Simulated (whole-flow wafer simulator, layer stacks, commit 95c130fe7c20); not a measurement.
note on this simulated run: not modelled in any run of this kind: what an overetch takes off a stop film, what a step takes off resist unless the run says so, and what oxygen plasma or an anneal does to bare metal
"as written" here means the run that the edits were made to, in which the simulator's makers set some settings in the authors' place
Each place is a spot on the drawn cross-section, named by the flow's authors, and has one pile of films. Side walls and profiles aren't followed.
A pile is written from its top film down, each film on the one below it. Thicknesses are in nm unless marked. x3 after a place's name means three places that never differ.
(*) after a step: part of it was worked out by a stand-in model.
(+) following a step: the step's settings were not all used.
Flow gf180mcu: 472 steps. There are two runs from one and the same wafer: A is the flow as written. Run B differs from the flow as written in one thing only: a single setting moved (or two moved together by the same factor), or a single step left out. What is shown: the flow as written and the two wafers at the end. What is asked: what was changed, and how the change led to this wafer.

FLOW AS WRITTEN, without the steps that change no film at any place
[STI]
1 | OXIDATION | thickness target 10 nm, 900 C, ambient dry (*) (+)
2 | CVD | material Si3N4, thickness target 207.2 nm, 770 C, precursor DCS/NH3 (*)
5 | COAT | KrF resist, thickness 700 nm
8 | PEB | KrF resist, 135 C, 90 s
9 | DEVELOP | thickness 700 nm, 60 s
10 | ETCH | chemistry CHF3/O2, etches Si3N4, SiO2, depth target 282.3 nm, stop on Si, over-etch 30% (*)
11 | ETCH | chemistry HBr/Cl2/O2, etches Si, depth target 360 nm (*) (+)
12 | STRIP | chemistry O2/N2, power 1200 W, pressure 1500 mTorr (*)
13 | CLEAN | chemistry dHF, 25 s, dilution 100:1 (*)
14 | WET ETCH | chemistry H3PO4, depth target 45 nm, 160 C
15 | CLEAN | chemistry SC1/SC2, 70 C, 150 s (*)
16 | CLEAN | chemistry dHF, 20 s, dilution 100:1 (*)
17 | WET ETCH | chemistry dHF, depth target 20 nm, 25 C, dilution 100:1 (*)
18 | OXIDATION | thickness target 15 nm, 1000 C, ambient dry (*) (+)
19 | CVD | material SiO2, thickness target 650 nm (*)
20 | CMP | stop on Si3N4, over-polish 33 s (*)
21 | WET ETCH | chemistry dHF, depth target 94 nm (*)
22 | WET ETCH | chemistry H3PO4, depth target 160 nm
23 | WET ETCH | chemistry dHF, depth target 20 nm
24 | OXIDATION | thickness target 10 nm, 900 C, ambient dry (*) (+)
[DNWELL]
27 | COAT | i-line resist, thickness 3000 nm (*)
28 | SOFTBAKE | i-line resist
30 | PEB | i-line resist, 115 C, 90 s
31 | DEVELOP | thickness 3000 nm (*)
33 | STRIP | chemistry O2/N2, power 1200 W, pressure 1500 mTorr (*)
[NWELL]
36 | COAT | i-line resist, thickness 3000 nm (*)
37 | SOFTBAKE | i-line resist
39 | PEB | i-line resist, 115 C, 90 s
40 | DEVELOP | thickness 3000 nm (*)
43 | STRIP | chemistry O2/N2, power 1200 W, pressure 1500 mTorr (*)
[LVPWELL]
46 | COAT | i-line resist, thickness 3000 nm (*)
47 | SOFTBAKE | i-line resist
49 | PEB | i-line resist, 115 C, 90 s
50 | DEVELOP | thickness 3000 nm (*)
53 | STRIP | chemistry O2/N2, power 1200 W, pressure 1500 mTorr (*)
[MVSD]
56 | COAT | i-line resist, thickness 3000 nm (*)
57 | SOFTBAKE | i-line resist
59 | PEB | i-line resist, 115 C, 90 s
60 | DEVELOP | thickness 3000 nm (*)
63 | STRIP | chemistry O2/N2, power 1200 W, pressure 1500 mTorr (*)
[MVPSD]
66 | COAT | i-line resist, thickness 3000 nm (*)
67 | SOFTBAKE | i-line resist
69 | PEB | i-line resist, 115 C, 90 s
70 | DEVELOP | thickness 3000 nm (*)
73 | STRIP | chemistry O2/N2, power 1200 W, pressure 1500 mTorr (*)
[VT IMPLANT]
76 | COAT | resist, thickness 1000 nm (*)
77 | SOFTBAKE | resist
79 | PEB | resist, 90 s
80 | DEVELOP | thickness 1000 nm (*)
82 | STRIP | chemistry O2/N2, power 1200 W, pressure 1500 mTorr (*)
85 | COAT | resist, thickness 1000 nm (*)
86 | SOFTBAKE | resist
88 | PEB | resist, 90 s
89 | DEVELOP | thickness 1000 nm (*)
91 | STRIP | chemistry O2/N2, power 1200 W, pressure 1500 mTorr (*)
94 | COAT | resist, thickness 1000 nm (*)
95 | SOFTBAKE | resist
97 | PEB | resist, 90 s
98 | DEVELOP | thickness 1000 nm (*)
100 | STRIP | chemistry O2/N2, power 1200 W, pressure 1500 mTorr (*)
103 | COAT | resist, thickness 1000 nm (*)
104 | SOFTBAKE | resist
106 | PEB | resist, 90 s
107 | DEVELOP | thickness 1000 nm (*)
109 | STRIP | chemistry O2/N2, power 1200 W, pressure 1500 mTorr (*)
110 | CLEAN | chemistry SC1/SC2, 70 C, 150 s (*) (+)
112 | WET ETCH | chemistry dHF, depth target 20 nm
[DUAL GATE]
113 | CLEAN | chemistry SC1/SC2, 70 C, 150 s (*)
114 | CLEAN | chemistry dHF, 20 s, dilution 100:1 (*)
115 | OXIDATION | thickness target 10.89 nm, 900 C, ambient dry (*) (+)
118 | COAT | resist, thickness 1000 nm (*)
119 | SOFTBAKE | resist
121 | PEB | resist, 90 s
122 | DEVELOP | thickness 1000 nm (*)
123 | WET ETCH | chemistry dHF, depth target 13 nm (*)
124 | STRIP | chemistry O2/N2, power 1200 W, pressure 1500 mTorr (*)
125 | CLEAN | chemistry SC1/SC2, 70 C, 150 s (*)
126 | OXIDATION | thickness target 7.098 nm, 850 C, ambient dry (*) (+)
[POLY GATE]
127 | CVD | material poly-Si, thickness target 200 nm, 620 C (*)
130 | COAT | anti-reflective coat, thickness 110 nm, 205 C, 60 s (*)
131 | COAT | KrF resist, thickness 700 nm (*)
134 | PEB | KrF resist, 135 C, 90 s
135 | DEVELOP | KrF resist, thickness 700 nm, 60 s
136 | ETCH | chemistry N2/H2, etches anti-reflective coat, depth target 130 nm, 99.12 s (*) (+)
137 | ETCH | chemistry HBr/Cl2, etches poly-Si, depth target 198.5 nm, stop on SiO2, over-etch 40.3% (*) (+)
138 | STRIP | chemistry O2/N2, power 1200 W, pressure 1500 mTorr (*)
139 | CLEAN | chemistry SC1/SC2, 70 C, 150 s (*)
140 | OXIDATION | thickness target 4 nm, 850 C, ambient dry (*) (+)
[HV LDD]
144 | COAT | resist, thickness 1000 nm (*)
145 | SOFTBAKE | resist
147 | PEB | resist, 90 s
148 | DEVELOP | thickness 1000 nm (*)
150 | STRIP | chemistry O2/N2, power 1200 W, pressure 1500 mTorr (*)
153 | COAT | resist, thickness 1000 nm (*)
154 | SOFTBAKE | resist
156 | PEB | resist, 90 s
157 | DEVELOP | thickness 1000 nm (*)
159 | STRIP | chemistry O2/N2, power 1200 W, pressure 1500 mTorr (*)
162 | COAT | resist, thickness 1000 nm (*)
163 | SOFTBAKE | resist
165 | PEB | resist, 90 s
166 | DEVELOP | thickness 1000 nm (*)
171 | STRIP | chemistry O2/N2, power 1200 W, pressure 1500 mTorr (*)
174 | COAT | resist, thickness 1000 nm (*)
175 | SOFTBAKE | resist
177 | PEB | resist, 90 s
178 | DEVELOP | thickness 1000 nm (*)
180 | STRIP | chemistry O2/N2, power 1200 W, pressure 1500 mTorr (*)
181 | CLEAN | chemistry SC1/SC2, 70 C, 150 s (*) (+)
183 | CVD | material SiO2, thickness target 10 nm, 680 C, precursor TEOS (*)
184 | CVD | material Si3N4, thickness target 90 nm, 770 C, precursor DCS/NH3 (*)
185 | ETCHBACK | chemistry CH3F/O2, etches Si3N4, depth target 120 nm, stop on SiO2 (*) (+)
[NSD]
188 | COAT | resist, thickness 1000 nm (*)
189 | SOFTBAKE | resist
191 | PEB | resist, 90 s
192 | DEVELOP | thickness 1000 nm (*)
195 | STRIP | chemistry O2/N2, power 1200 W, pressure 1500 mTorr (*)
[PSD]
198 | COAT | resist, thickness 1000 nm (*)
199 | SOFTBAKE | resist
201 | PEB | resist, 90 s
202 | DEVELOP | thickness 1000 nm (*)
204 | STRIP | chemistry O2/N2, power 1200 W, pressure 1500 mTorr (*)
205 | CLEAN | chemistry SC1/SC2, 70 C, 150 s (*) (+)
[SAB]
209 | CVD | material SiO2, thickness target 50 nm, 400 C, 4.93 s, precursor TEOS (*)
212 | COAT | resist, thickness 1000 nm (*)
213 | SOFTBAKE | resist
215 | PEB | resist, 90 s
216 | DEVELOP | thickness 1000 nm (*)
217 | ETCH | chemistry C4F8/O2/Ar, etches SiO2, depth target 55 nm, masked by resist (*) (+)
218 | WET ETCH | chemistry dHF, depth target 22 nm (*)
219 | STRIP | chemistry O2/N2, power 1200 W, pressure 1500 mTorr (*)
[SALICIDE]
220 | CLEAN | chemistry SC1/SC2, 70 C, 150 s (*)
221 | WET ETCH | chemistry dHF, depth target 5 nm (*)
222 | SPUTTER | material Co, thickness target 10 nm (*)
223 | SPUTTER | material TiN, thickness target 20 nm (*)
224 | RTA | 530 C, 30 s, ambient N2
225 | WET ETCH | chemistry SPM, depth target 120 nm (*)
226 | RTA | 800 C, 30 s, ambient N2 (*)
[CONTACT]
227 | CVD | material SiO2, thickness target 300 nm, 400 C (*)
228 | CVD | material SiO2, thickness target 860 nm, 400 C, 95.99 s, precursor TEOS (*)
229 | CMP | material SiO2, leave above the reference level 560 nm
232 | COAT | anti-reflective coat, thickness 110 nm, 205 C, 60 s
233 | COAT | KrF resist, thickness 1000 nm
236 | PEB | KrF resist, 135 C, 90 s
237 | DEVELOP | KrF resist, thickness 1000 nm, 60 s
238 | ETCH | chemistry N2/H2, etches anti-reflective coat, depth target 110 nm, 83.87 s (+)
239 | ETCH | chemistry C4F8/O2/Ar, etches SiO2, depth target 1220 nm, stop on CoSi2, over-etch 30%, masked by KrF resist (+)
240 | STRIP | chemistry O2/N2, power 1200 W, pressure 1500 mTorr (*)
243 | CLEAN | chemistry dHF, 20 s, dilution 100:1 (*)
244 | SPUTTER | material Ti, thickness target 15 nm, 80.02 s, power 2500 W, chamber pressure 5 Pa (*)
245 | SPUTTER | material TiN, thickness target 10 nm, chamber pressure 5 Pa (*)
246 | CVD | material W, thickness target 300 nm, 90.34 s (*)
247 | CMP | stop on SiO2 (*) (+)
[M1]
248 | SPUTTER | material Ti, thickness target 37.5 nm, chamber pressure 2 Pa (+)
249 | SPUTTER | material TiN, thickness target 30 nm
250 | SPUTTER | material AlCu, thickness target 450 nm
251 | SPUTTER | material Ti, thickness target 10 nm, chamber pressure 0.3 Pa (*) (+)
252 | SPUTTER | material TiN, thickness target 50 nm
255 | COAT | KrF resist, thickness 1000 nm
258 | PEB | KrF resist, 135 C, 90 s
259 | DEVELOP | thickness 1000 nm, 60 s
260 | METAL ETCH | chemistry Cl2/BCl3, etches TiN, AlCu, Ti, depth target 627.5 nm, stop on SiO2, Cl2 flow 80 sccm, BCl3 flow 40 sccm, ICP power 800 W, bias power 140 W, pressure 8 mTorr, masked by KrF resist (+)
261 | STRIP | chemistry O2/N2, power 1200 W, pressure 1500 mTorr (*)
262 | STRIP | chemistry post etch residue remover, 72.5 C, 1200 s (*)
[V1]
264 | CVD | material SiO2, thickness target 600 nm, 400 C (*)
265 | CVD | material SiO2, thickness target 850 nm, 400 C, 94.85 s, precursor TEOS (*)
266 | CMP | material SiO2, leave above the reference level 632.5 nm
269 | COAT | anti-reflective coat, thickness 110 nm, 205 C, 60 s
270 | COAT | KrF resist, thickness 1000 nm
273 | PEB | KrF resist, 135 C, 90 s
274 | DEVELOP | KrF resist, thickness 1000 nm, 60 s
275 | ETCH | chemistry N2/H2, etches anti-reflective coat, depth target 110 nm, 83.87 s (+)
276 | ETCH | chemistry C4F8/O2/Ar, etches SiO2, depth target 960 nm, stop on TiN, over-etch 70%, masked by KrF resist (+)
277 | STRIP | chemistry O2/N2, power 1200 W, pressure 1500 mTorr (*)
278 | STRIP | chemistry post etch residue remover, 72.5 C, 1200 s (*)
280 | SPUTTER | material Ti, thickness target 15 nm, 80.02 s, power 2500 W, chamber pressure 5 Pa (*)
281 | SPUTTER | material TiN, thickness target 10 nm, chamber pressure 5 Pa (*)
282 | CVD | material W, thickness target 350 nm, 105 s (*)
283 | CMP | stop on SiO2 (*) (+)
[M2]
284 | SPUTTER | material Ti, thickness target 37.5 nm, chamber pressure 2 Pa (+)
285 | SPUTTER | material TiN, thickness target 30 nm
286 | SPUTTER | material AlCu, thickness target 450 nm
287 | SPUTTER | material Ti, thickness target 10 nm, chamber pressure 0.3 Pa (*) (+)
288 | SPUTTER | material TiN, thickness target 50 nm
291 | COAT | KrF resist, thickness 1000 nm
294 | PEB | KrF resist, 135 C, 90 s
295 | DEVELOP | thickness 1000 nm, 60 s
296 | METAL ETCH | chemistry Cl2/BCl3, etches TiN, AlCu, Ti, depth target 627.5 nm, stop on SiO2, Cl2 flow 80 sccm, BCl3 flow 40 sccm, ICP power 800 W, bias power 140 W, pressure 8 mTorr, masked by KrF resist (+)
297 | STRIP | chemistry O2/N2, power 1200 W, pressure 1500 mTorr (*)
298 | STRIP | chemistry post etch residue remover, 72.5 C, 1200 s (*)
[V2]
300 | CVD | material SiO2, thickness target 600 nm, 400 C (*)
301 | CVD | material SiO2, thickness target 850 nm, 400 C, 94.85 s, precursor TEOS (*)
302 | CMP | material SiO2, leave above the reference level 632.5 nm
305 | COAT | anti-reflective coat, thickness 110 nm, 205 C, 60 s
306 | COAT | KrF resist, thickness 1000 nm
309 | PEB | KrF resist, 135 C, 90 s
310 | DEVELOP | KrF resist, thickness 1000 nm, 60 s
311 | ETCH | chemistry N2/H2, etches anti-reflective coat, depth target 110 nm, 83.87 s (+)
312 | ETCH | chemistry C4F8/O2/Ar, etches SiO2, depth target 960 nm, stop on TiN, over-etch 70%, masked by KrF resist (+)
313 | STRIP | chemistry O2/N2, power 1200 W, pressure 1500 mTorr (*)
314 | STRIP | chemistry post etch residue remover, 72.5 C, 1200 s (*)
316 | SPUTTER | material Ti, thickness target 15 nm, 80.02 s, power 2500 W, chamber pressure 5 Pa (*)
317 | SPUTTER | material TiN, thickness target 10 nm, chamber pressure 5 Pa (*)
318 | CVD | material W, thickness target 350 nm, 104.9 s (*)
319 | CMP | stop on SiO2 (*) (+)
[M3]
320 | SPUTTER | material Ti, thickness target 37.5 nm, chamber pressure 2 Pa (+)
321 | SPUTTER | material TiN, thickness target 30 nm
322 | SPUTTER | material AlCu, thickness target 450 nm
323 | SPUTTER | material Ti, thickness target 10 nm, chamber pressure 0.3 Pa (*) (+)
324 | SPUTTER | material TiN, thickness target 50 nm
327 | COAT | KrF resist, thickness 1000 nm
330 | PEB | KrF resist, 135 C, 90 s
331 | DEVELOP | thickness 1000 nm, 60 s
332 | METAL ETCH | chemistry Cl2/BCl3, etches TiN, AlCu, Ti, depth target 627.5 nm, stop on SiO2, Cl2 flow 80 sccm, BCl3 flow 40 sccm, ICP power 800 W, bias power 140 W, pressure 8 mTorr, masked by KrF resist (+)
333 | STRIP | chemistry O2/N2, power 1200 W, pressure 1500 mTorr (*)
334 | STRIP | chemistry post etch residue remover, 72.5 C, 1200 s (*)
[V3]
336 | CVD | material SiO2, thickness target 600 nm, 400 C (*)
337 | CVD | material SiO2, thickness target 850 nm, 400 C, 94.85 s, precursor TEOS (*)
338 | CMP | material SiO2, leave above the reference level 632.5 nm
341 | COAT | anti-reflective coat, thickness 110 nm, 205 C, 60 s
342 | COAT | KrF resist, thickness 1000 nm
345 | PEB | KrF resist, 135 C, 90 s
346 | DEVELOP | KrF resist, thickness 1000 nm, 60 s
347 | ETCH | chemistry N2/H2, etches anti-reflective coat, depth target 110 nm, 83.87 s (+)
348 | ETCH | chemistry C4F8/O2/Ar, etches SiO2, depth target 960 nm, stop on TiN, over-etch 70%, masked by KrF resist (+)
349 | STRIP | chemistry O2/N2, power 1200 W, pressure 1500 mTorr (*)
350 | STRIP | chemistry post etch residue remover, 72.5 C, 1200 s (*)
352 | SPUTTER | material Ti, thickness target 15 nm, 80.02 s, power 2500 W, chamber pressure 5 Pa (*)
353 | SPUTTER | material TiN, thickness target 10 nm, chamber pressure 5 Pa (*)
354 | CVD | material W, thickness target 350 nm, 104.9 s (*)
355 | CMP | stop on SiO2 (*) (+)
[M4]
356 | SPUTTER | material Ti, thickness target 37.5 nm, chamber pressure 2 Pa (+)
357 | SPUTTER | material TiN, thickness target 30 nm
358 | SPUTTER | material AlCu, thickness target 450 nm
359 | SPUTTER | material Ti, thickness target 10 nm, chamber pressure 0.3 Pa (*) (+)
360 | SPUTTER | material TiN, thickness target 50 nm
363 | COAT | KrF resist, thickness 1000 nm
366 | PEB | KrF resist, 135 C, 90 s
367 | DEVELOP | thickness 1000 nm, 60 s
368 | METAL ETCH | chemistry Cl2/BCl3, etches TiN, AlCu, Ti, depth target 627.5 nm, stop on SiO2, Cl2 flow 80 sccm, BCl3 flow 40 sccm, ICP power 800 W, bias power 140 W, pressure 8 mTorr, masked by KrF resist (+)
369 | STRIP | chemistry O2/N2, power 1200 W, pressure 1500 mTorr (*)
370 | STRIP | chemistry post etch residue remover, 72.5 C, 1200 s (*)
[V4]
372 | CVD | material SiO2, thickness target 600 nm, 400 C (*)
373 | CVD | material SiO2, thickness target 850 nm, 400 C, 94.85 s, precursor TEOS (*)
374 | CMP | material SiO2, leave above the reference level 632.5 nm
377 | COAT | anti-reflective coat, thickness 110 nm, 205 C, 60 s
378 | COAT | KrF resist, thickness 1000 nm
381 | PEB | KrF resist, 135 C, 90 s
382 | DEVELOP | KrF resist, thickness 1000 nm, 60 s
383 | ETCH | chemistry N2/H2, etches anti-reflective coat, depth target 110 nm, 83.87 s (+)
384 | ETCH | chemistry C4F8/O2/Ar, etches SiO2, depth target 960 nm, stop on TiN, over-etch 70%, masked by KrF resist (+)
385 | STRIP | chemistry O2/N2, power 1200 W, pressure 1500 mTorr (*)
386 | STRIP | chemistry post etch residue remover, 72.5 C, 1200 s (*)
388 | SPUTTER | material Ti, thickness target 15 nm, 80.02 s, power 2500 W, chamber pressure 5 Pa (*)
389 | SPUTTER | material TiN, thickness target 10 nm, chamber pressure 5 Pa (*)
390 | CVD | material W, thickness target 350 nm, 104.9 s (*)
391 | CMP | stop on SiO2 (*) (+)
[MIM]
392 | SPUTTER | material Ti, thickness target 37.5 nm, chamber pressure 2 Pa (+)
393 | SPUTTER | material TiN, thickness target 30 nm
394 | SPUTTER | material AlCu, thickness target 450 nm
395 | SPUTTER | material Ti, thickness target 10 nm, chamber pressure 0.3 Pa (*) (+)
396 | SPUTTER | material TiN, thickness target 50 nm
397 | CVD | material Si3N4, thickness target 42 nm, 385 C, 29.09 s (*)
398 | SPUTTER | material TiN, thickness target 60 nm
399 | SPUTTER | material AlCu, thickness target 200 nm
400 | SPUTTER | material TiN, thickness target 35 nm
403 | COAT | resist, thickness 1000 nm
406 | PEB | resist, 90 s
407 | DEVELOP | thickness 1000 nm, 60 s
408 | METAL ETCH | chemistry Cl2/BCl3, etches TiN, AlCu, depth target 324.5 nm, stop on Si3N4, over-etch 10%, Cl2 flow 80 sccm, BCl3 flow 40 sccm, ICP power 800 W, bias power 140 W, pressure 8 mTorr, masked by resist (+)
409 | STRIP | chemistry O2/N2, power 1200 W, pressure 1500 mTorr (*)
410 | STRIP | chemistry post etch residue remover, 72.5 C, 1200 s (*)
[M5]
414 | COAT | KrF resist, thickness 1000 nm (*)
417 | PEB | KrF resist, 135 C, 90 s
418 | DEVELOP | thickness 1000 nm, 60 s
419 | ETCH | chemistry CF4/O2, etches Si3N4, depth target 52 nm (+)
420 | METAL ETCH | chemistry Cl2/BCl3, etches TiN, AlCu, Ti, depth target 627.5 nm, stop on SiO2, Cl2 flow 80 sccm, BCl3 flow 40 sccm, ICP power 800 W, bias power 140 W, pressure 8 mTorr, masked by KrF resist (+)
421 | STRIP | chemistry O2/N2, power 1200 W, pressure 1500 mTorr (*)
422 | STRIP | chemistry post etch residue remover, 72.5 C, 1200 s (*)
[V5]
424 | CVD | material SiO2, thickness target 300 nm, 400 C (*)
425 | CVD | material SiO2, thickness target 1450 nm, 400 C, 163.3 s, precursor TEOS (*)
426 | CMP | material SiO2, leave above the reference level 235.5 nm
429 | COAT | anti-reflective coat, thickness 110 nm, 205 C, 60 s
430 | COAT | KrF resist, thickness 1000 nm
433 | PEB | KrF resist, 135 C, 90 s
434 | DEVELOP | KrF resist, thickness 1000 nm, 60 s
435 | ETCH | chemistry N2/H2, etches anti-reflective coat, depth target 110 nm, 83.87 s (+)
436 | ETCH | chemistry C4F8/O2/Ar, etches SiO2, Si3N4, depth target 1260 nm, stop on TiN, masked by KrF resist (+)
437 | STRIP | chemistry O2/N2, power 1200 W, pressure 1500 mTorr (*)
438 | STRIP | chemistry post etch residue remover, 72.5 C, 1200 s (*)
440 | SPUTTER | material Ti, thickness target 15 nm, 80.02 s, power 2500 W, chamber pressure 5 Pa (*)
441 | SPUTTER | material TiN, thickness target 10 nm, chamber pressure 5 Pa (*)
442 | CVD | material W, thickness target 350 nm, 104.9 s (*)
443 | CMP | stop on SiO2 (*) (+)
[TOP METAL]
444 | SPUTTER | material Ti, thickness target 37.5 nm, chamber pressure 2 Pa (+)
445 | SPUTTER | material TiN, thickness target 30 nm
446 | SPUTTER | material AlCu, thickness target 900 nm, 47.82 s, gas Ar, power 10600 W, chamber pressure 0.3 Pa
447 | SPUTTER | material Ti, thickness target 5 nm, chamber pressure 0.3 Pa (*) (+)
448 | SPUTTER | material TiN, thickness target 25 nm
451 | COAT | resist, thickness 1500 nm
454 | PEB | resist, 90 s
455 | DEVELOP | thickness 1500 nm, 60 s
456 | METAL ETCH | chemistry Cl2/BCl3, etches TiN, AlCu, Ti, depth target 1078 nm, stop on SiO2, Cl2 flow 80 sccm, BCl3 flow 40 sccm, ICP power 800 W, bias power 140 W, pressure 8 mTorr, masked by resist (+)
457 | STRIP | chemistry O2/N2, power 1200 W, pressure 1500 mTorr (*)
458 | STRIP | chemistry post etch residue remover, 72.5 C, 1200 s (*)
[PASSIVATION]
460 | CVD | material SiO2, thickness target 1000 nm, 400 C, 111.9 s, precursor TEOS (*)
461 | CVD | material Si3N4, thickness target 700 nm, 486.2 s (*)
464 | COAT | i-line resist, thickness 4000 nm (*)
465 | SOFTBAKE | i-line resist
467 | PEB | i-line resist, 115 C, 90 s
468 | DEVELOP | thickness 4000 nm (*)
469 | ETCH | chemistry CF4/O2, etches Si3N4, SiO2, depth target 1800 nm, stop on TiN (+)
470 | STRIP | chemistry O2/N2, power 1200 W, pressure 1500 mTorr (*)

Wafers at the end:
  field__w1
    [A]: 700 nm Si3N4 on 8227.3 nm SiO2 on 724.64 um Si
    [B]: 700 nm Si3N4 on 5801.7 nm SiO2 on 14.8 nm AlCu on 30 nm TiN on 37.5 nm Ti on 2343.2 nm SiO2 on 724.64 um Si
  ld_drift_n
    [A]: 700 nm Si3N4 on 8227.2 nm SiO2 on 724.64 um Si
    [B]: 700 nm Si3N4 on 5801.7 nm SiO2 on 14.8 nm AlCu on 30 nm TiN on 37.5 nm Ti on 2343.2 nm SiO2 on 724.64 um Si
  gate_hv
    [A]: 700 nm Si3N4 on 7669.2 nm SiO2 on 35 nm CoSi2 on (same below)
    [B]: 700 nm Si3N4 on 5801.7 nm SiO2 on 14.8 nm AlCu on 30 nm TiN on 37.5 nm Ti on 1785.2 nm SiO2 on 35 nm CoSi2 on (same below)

What caused this: step 296, METAL ETCH: depth target 489.5 nm was run, while the flow as written has depth target 627.5 nm.

The path from the change to this, step by step:
  296 | METAL ETCH | chemistry Cl2/BCl3, etches TiN, AlCu, Ti, depth target 627.5 nm, stop on SiO2, Cl2 flow 80 sccm, BCl3 flow 40 sccm, ICP power 800 W, bias power 140 W, pressure 8 mTorr, masked by KrF resist (+)
      field, field__w1, field__w2 and 103 more: A -50 TiN (all of it), -10 Ti (all of it), -450 AlCu (all of it), -30 TiN (all of it), -37.5 Ti (all of it) | B -50 TiN (all of it), -10 Ti (all of it), -429.5 AlCu
      field__w8, contact, m1, m1__w1, m1_nw: A -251 KrF resist | B -195.8 KrF resist
  297 | STRIP | chemistry O2/N2, power 1200 W, pressure 1500 mTorr (*)
      field__w8, contact, m1, m1__w1, m1_nw: A -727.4 KrF resist (all of it) | B -782.6 KrF resist (all of it)
  298 | STRIP | chemistry post etch residue remover, 72.5 C, 1200 s (*)
      field, field__w1, field__w2 and 103 more: A nothing | B -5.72 AlCu
  300 | CVD | material SiO2, thickness target 600 nm, 400 C (*)
      field, field__w1, field__w2 and 103 more: A +600 SiO2 | B +600 SiO2 (new film)
  302 | CMP | material SiO2, leave above the reference level 632.5 nm
      field, field__w1, field__w2 and 103 more: A -300 SiO2 | B -382.3 SiO2
If metal films that touch count as one body, field__w1 has 1 body; the flow as written gives 0 bodies.
If metal films that touch count as one body, ld_drift_n has 1 body; the flow as written gives 0 bodies.
If metal films that touch count as one body, gate_hv has 2 bodies (between them, from the top down: SiO2 1785.2); the flow as written gives 1 body.
